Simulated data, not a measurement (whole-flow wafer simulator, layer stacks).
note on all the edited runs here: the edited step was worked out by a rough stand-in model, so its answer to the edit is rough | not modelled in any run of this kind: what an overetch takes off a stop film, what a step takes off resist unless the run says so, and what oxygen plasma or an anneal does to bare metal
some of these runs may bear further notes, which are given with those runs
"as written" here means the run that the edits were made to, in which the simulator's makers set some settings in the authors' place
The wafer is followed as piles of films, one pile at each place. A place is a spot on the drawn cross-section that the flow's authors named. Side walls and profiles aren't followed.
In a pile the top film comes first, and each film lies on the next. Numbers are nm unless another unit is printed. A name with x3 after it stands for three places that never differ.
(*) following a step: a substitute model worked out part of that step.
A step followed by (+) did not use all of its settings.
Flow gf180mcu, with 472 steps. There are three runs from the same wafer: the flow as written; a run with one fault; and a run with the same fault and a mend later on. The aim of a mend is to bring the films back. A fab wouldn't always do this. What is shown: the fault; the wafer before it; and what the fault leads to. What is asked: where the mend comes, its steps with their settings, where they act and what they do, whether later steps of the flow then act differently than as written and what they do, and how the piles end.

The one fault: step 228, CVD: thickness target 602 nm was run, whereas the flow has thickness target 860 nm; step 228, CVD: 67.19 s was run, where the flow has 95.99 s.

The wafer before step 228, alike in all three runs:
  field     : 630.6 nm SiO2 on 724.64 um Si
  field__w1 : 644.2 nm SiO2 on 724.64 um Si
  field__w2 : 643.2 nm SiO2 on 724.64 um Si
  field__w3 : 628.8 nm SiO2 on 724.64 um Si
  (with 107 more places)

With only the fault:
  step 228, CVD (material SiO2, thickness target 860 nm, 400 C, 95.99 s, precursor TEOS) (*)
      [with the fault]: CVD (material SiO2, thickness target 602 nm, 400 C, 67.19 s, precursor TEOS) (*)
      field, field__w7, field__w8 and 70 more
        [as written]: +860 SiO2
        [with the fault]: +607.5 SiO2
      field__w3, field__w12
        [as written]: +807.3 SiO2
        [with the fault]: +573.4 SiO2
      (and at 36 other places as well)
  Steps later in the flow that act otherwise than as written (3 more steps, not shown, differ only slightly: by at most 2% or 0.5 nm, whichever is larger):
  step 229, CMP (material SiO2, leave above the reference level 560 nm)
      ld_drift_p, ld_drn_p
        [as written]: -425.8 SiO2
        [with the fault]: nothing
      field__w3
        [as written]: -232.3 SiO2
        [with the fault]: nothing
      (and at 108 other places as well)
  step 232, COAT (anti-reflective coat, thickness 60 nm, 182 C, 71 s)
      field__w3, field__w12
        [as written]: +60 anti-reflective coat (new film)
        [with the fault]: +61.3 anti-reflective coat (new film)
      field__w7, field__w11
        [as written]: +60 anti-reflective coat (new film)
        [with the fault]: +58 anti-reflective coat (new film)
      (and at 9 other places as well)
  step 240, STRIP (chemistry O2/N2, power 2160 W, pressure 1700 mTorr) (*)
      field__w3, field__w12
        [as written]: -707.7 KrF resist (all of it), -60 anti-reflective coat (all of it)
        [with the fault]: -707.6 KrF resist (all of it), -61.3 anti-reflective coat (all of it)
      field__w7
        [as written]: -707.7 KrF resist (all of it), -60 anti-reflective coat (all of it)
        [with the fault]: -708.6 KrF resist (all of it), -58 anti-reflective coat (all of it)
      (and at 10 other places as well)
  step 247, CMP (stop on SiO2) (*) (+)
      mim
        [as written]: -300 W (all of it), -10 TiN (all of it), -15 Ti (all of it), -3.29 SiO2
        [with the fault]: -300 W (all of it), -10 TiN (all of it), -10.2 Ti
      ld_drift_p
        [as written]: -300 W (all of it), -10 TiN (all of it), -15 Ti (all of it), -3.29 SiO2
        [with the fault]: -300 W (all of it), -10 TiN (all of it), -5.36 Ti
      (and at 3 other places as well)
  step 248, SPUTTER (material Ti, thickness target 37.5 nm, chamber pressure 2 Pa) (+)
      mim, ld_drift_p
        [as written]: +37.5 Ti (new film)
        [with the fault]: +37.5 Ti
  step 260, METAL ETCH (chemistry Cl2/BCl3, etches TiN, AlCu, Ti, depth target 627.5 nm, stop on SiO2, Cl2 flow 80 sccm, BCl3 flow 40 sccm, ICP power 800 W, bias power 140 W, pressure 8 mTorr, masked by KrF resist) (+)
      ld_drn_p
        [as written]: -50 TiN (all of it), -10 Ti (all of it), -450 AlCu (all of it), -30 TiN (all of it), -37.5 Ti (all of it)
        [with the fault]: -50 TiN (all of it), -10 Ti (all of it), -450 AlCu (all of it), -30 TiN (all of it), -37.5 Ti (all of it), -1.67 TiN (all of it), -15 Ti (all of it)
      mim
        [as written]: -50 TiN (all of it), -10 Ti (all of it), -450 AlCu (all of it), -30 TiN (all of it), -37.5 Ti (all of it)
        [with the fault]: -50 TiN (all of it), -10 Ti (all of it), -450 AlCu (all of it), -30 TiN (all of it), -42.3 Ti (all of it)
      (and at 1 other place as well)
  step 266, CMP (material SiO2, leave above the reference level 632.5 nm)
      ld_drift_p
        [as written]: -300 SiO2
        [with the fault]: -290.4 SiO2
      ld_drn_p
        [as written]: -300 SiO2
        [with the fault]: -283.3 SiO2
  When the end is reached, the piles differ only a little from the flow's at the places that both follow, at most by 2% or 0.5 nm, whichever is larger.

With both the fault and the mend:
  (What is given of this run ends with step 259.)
  The mend follows step 228.
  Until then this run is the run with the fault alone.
  step 228a, CVD (material SiO2, thickness target 258 nm, 400 C, 28.8 s, precursor TEOS) (*) (a further turn of the flow's step 228, with different settings)
      field, field__w7, field__w8 and 72 more
        +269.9 SiO2
      field_sub__w1, field_sub__w4, field_sub__w5, ld_drn_n, ld_sd_p
        +262.8 SiO2
      field__w1, contact, active_hv
        +264.8 SiO2
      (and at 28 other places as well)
  Steps later in the flow that act otherwise than as written:
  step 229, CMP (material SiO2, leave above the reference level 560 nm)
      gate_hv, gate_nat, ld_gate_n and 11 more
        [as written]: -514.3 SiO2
        [with the mend]: -531.7 SiO2
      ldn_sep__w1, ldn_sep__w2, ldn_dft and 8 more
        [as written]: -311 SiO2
        [with the mend]: -328.4 SiO2
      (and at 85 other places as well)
  Once step 259 is done, the piles equal the flow's at every place that both follow.
